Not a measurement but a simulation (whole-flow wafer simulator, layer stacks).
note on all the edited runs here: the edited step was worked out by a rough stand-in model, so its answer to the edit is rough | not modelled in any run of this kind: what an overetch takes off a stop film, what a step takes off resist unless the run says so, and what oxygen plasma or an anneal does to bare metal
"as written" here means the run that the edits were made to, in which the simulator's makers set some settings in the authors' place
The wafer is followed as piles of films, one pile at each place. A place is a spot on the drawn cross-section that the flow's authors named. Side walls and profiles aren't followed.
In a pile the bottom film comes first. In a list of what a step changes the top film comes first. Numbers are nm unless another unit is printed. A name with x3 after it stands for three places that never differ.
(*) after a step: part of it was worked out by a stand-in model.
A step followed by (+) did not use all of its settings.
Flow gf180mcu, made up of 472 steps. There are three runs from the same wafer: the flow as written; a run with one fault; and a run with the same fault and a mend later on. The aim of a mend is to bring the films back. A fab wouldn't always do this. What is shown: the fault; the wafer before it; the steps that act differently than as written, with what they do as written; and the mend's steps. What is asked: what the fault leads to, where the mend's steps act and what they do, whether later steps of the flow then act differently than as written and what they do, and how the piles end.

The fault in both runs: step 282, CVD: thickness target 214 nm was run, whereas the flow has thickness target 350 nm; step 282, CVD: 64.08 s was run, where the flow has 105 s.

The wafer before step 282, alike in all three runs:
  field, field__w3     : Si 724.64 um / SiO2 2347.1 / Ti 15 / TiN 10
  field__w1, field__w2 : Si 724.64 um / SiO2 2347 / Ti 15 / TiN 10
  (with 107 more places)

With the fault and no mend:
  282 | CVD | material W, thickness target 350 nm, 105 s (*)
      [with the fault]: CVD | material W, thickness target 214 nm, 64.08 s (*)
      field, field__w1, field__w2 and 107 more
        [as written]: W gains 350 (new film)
        [with the fault]: W gains 214.5 (new film)
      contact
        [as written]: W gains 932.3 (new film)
        [with the fault]: W gains 796.8 (new film)
  Steps further on in the flow that do not act as written:
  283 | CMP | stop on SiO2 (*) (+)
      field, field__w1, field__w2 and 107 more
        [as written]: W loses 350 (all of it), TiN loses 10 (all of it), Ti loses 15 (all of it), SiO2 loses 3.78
        [with the fault]: W loses 214.5 (all of it), TiN loses 10 (all of it), Ti loses 15 (all of it), SiO2 loses 2.42
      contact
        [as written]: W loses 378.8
        [with the fault]: W loses 241.9
  When the end is reached, the piles differ only a little from the flow's at the places that both follow, at most by 2% or 0.5 nm, whichever is larger.

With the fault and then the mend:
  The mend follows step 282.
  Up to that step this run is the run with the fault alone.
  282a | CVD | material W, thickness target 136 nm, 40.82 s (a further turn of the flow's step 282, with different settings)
      field, field__w1, field__w2 and 108 more
        W gains 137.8
  None of the later steps of the flow differs from how it acts as written, at any place that is followed, by more than 2% or 0.5 nm, whichever is larger.
  When the end is reached, the piles differ only a little from the flow's at the places that both follow, at most by 2% or 0.5 nm, whichever is larger.
